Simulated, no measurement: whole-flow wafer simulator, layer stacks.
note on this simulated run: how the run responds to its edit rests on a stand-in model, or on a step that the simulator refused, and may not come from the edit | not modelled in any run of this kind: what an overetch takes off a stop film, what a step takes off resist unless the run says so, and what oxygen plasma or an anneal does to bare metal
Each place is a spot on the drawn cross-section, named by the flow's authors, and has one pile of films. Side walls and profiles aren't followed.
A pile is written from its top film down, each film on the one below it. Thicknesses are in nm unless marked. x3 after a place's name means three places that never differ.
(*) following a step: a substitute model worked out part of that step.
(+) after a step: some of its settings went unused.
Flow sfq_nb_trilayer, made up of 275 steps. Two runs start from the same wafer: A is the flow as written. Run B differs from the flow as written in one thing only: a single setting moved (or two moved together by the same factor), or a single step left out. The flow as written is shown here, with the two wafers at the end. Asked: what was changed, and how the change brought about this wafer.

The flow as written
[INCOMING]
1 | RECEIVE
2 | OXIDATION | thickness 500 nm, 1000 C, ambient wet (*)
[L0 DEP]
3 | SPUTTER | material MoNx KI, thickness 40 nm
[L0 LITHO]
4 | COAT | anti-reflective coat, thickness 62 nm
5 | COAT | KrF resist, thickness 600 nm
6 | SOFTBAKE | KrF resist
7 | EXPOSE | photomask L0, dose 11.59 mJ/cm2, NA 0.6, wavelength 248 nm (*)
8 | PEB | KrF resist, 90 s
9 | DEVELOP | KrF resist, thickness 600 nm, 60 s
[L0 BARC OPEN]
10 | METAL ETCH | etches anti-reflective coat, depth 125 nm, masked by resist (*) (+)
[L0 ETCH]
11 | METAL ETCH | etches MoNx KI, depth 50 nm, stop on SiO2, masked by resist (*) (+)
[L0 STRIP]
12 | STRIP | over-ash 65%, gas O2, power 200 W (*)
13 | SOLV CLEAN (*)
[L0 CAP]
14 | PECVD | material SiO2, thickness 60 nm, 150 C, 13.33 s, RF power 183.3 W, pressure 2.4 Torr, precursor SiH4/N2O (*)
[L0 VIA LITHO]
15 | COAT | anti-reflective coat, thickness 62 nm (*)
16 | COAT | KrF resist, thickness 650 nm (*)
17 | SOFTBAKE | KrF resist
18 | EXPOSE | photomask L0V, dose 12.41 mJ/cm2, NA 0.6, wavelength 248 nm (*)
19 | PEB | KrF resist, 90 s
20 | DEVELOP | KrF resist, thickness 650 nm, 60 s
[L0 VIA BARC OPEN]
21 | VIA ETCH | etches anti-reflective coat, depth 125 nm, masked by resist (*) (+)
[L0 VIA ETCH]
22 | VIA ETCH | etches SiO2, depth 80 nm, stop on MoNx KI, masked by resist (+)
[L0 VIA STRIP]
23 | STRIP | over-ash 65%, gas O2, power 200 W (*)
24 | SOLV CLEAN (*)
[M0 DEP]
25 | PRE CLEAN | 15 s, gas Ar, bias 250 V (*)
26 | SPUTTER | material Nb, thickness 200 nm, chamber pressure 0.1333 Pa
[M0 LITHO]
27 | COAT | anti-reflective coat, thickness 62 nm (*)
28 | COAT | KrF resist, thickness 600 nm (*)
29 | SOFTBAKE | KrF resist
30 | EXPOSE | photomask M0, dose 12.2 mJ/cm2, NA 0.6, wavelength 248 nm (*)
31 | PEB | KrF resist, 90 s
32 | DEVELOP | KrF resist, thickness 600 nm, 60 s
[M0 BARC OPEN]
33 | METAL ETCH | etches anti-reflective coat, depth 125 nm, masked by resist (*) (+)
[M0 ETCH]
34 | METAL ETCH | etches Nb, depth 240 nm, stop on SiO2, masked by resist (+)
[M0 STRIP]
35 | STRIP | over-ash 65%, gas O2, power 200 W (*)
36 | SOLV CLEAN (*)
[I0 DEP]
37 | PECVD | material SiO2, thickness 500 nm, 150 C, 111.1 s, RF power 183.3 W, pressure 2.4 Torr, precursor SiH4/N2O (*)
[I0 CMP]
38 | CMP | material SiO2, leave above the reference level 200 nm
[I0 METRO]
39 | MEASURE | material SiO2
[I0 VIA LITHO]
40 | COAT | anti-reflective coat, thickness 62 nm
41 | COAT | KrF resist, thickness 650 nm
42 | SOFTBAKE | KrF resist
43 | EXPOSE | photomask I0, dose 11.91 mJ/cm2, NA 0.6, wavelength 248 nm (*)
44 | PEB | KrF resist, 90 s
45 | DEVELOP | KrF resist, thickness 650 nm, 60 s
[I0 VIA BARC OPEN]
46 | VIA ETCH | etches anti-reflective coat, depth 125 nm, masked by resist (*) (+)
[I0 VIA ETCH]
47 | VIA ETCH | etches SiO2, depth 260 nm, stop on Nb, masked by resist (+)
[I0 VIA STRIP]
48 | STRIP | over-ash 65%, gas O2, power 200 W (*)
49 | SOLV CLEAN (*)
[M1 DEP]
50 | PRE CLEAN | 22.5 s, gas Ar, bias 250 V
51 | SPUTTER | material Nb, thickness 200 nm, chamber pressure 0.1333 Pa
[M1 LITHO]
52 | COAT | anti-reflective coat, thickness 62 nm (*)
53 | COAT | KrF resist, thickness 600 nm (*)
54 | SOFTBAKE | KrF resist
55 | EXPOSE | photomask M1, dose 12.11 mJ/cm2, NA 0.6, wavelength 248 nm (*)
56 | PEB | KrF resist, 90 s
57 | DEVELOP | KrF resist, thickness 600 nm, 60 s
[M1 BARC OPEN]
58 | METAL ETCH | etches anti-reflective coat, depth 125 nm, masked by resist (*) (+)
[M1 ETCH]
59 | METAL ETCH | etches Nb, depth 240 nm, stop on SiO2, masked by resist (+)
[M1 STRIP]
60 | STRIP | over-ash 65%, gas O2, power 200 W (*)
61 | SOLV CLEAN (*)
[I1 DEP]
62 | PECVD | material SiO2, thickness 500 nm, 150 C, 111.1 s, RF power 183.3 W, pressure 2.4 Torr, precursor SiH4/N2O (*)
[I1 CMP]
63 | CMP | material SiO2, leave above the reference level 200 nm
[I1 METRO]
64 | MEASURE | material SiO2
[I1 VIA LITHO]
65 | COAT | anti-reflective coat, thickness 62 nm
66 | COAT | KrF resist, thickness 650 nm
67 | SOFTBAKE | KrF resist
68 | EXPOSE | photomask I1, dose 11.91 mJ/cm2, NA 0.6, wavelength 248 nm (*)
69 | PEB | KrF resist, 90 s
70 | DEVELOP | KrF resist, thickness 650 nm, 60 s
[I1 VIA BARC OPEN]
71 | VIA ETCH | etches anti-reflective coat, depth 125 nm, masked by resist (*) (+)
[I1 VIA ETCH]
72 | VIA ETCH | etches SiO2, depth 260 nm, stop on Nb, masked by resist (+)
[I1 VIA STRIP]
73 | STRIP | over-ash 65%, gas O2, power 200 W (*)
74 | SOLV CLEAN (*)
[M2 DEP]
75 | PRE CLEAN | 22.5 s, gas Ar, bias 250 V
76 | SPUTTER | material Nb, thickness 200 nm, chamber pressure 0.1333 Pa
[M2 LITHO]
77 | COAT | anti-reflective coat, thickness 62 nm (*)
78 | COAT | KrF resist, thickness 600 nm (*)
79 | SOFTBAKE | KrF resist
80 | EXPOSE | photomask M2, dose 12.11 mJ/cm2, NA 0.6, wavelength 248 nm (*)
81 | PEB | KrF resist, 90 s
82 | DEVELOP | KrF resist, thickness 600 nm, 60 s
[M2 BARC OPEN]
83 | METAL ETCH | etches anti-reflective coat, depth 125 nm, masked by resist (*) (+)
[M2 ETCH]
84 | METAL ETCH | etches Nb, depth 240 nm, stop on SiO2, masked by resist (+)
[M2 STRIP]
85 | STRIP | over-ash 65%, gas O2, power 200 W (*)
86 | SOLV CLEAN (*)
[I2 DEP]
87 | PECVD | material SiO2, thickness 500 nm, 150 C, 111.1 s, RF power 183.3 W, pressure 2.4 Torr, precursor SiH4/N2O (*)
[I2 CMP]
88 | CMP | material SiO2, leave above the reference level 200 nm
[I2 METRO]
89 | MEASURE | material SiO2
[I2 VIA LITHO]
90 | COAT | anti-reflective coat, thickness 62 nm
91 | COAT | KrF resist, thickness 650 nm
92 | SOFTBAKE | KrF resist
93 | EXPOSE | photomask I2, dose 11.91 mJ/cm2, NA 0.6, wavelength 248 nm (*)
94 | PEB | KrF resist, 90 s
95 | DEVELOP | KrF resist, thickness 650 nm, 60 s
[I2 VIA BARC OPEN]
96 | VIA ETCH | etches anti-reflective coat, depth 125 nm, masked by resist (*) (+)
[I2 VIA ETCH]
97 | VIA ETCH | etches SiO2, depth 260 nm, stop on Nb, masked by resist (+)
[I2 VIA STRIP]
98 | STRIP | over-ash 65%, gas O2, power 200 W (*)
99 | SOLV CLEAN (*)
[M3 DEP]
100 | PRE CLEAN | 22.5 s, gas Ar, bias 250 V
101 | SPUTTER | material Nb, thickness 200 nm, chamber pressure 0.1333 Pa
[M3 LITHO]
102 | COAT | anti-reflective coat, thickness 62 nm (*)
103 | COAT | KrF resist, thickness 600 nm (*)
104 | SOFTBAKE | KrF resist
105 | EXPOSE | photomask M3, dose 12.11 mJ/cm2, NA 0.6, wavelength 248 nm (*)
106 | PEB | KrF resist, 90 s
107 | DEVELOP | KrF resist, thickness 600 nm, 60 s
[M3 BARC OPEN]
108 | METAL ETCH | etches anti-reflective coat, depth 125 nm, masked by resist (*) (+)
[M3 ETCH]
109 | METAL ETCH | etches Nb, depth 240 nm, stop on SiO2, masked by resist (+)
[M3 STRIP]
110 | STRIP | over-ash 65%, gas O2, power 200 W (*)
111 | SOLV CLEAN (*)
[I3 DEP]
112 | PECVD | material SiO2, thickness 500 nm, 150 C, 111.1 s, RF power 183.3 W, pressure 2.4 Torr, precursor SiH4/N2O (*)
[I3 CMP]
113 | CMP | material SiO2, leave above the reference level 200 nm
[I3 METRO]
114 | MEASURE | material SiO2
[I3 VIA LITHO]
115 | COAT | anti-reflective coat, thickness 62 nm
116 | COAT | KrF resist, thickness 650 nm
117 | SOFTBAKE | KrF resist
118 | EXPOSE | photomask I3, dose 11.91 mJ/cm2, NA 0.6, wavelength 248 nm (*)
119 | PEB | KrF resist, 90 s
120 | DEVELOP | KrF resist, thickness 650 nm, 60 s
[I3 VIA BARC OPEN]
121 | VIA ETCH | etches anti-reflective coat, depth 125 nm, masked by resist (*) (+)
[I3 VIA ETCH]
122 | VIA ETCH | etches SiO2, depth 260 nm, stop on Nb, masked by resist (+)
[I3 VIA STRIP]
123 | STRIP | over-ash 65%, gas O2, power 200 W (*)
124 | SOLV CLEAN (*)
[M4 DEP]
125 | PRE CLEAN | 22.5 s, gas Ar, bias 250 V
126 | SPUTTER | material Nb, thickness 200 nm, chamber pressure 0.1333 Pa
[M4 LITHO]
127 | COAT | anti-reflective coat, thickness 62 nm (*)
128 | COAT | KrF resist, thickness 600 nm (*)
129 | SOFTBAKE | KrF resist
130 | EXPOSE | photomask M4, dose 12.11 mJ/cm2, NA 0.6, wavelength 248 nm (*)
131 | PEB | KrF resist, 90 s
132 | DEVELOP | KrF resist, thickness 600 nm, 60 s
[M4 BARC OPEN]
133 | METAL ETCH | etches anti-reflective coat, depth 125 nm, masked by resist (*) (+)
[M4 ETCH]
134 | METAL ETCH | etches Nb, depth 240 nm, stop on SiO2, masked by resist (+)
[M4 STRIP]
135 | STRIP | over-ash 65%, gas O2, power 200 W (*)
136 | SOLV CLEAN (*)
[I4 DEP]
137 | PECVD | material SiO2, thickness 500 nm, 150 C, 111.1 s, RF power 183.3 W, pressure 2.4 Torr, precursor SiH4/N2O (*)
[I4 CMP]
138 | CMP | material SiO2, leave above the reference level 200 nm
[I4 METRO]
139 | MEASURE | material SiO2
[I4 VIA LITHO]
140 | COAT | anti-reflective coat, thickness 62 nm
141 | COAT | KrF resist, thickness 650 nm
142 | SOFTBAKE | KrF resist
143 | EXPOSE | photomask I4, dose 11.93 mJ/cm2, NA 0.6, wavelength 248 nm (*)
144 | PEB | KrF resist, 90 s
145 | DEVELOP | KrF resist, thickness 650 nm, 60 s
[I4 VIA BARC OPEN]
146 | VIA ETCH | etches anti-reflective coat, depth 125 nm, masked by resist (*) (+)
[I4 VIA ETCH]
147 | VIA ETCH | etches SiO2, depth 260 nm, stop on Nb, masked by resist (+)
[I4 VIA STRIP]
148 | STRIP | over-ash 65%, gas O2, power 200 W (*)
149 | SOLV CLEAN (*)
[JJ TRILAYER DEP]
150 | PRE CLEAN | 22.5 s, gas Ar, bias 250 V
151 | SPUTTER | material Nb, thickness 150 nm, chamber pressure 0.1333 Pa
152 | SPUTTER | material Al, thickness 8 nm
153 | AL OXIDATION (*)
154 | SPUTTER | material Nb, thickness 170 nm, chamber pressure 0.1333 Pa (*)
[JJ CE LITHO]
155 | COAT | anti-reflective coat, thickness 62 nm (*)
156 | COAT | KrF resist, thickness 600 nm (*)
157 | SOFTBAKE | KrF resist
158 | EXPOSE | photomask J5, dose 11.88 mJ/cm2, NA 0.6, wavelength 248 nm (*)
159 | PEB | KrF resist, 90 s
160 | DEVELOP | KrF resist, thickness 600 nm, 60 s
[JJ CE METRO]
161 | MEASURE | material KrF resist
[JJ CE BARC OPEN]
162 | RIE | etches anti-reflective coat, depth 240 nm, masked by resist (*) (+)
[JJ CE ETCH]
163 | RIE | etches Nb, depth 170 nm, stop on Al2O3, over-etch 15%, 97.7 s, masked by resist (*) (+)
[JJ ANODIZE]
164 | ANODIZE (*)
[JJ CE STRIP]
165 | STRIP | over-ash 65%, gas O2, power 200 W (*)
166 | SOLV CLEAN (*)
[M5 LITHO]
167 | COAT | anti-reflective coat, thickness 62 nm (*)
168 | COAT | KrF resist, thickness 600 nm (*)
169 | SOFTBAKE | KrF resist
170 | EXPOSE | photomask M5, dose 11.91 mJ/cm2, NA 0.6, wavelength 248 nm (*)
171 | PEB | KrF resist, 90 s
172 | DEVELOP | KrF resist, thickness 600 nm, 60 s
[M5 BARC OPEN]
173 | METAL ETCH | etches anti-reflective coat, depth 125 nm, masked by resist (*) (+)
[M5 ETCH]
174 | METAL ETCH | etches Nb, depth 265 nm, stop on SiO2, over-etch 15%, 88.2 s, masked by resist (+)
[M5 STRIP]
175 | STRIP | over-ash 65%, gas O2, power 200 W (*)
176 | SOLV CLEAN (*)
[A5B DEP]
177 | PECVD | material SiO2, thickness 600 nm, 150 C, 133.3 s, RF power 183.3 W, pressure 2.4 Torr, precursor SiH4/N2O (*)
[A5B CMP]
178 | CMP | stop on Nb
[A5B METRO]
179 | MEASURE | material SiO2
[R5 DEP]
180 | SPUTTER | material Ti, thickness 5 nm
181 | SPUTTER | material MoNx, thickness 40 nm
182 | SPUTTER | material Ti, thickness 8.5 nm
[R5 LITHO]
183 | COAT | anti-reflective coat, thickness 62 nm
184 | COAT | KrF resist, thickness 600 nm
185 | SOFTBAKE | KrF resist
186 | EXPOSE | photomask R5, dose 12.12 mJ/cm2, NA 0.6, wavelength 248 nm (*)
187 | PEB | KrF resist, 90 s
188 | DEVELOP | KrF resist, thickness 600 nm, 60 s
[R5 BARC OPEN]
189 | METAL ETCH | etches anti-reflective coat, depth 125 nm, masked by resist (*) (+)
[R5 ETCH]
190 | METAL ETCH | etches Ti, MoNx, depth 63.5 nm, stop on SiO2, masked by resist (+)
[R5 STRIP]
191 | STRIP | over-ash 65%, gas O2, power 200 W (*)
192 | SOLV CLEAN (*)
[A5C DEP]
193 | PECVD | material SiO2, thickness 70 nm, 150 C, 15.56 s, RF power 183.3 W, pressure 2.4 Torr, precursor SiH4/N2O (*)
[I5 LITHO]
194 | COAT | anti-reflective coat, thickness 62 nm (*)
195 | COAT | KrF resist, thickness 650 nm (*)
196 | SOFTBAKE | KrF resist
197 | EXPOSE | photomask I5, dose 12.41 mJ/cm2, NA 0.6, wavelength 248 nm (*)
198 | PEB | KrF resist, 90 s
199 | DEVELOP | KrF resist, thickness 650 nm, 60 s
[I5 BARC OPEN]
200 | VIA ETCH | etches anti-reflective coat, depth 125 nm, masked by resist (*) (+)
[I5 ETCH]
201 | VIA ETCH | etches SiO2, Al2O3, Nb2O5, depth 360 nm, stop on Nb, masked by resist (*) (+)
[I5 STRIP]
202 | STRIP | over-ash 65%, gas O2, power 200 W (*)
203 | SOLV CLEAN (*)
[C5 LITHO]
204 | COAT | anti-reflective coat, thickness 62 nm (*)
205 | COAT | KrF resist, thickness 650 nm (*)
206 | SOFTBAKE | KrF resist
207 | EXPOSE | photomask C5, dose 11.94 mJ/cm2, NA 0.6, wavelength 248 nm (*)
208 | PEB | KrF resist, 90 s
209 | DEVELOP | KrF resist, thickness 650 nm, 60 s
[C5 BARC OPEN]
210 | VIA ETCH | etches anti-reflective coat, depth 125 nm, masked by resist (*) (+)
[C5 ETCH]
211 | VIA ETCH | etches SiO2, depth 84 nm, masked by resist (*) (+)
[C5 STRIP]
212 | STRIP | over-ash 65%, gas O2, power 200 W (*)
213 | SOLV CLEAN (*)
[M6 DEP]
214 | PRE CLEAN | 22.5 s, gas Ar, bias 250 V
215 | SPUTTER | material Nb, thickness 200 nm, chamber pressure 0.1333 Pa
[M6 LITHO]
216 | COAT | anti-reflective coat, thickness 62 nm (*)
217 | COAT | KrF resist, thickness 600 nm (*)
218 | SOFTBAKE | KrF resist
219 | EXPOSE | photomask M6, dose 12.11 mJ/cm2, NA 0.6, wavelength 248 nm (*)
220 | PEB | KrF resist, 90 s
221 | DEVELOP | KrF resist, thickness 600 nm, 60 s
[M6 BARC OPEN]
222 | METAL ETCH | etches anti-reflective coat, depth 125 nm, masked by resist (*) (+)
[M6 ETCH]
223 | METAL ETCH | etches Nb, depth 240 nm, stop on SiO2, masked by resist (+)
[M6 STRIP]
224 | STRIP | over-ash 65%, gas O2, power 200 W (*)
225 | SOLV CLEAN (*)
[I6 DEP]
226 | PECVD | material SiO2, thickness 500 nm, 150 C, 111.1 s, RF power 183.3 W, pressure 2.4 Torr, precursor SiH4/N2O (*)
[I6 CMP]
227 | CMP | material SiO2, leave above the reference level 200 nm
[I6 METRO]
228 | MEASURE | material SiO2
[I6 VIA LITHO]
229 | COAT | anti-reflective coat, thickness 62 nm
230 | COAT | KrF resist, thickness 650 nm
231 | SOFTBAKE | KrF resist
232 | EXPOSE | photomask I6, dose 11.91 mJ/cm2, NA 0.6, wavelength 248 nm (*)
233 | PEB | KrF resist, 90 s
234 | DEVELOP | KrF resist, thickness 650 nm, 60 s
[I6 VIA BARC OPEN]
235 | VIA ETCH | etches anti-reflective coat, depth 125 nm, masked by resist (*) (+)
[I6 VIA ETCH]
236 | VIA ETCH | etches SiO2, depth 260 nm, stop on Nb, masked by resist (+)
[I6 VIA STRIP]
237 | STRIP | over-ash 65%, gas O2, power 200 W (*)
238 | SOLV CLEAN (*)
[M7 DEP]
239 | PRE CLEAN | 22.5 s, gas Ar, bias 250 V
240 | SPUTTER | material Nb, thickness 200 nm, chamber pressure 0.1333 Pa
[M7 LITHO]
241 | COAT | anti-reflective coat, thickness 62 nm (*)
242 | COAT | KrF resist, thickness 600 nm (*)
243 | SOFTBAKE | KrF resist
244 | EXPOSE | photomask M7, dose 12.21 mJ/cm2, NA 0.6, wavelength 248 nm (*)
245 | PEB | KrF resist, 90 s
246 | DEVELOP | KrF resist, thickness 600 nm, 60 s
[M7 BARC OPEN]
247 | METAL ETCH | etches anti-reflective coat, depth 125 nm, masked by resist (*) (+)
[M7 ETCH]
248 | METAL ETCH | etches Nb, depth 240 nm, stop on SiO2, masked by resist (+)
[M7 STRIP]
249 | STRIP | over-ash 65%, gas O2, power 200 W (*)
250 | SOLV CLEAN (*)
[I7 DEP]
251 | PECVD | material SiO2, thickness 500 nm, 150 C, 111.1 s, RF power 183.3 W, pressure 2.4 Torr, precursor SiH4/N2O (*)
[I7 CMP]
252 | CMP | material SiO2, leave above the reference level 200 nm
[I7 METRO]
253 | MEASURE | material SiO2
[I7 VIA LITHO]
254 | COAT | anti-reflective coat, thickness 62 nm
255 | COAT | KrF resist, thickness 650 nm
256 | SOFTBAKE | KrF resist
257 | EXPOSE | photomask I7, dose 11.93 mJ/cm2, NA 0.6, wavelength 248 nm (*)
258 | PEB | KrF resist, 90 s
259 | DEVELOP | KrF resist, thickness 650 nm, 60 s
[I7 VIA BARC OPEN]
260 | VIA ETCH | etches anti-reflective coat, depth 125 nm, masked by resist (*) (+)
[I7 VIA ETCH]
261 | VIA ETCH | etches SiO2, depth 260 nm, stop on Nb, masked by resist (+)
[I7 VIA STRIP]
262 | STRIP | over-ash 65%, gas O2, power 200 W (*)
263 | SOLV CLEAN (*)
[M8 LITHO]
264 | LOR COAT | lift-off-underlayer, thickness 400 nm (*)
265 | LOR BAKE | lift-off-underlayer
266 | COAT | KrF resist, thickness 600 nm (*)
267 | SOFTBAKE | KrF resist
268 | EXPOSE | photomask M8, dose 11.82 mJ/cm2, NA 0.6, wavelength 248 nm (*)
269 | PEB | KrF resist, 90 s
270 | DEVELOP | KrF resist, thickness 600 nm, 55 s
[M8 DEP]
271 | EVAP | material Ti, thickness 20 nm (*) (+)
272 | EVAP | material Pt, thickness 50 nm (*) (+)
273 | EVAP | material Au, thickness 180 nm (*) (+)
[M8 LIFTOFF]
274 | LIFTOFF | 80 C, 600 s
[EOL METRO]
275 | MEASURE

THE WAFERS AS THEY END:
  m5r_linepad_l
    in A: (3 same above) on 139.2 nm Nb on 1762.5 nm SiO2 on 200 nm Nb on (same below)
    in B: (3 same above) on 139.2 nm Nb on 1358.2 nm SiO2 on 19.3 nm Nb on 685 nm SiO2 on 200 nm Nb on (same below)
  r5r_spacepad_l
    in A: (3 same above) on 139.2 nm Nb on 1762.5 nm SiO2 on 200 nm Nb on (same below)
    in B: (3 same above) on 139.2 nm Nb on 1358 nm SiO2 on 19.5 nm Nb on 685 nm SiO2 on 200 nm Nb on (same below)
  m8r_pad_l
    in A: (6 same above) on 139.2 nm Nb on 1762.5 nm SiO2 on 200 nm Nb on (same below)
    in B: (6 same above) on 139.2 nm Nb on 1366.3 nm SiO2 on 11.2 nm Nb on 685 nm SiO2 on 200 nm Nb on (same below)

The reason: step 63, CMP: material SiO2, leave above the reference level 200 nm, was not run.

The path from the change to this, step by step:
  65 | COAT | anti-reflective coat, thickness 62 nm
      jj_sur, p3_s3, p3_l4, p3_s4, p3_l6: A +62 anti-reflective coat (new film) | B +64.5 anti-reflective coat (new film)
      r_sur, res, p3_l2, p3_l3, p3_l5: A +62 anti-reflective coat (new film) | B +64.6 anti-reflective coat (new film)
      (and at 91 other places as well)
  66 | COAT | KrF resist, thickness 650 nm
      m0r_line_l, m6r_line_l, m7r_line_l: A +650 KrF resist (new film) | B +694.8 KrF resist (new film)
      m0r_space_l, m6r_space_l, m7r_space_l: A +650 KrF resist (new film) | B +673.5 KrF resist (new film)
      (and at 75 other places as well)
  70 | DEVELOP | KrF resist, thickness 650 nm, 60 s
      via_v: A -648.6 KrF resist (all of it) | B -581.3 KrF resist (all of it)
  71 | VIA ETCH | etches anti-reflective coat, depth 125 nm, masked by resist (*) (+)
      field_l, v_sur, via_wl and 102 more: A -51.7 KrF resist | B -39.2 KrF resist
      via_v: A -62 anti-reflective coat (all of it), -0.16 SiO2 | B -47.1 anti-reflective coat (all of it), -0.12 SiO2
  72 | VIA ETCH | etches SiO2, depth 260 nm, stop on Nb, masked by resist (+)
      via_v: A -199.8 SiO2 (all of it) | B -260 SiO2
  73 | STRIP | over-ash 65%, gas O2, power 200 W (*)
      m0r_line_l, m6r_line_l, m7r_line_l: A -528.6 KrF resist (all of it), -62 anti-reflective coat (all of it) | B -585.8 KrF resist (all of it), -58.9 anti-reflective coat (all of it)
      m0r_space_l, m6r_space_l, m7r_space_l: A -528.6 KrF resist (all of it), -62 anti-reflective coat (all of it) | B -564.5 KrF resist (all of it), -90.8 anti-reflective coat (all of it)
      (and at 99 other places as well)
  75 | PRE CLEAN | 22.5 s, gas Ar, bias 250 V
      via_v: A -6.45 Nb | B -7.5 SiO2
  76 | SPUTTER | material Nb, thickness 200 nm, chamber pressure 0.1333 Pa
      via_v: A +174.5 Nb | B +163.1 Nb (new film)
      lsp_m, ln_m6, lsp_r, l0_sur, l0v: A +200 Nb (new film) | B +194.2 Nb (new film)
      (and at 3 other places as well)
  77 | COAT | anti-reflective coat, thickness 62 nm (*)
      m0r_line_l, m0r_line_r, m6r_line_l, m6r_line_r, m7r_line_l, m7r_line_r: A +62 anti-reflective coat (new film) | B +59.1 anti-reflective coat (new film)
      m0r_space_l, m0r_space_r, m6r_space_l, m6r_space_r, m7r_space_l, m7r_space_r: A +62 anti-reflective coat (new film) | B +90.1 anti-reflective coat (new film)
      (and at 88 other places as well)
  78 | COAT | KrF resist, thickness 600 nm (*)
      m0r_line_l, m0r_line_r, m6r_line_l, m6r_line_r, m7r_line_l, m7r_line_r: A +600 KrF resist (new film) | B +643.5 KrF resist (new film)
      m0r_space_l, m0r_space_r, m6r_space_l, m6r_space_r, m7r_space_l, m7r_space_r: A +600 KrF resist (new film) | B +624 KrF resist (new film)
      (and at 69 other places as well)
  82 | DEVELOP | KrF resist, thickness 600 nm, 60 s
      m0r_line_l, m0r_line_r, m6r_line_l, m6r_line_r, m7r_line_l, m7r_line_r: A -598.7 KrF resist (all of it) | B -642.1 KrF resist (all of it)
      m0r_space_l, m0r_space_r, m6r_space_l, m6r_space_r, m7r_space_l, m7r_space_r: A -598.7 KrF resist (all of it) | B -622.7 KrF resist (all of it)
      (and at 48 other places as well)
  83 | METAL ETCH | etches anti-reflective coat, depth 125 nm, masked by resist (*) (+)
      m5r_linepad_l, m5r_linepad_r, r5r_line_l, r5r_spacepad_l, r5r_spacepad_r, m8r_pad_l, m8r_pad_r: A -62 anti-reflective coat (all of it) | B -125 anti-reflective coat
      v_sur, via_wl, via_w and 19 more: A -51.7 KrF resist | B -69.4 KrF resist
      (and at 71 other places as well)
  84 | METAL ETCH | etches Nb, depth 240 nm, stop on SiO2, masked by resist (+)
      m5r_linepad_l, m5r_linepad_r: A -200 Nb (all of it) | B -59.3 anti-reflective coat (all of it), -180.7 Nb
      r5r_spacepad_l, r5r_spacepad_r: A -200 Nb (all of it) | B -59.5 anti-reflective coat (all of it), -180.5 Nb
      (and at 10 other places as well)
  85 | STRIP | over-ash 65%, gas O2, power 200 W (*)
      wl_b_sl, wl_b_m5: A -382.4 KrF resist (all of it), -62 anti-reflective coat (all of it) | B -348.5 KrF resist (all of it), -58.5 anti-reflective coat (all of it)
      v_sur: A -380 KrF resist (all of it), -61.4 anti-reflective coat (all of it) | B -273.6 KrF resist (all of it), -38.4 anti-reflective coat (all of it)
      (and at 19 other places as well)
  87 | PECVD | material SiO2, thickness 500 nm, 150 C, 111.1 s, RF power 183.3 W, pressure 2.4 Torr, precursor SiH4/N2O (*)
      m5r_linepad_l, m5r_linepad_r, r5r_spacepad_l, r5r_spacepad_r, m8r_pad_l, m8r_pad_r: A +500 SiO2 | B +500 SiO2 (new film)
      via_v: A +606 SiO2 (new film) | B +678.7 SiO2 (new film)
  88 | CMP | material SiO2, leave above the reference level 200 nm
      field_l, be, be_sur and 79 more: A -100 SiO2 | B nothing
      via_w: A -300 SiO2 | B -165 SiO2
  ... another 42 steps ...
  178 | CMP | stop on Nb
      via_w: A -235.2 SiO2 | B -226.5 SiO2
Taking metal films that touch as one body, m5r_linepad_l has 3 bodies (between them, from the top down: SiO2 1358.2; SiO2 685); the flow as written gives 2 bodies (between them, from the top down: SiO2 1762.5).
Taking metal films that touch as one body, r5r_spacepad_l has 3 bodies (between them, from the top down: SiO2 1358; SiO2 685); the flow as written gives 2 bodies (between them, from the top down: SiO2 1762.5).
Taking metal films that touch as one body, m8r_pad_l has 4 bodies (between them, from the top down: SiO2 1001.5 / Al2O3 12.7 / Nb2O5 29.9; SiO2 1366.3; SiO2 685); the flow as written gives 3 bodies (between them, from the top down: SiO2 1001.5 / Al2O3 12.7 / Nb2O5 29.9; SiO2 1762.5).
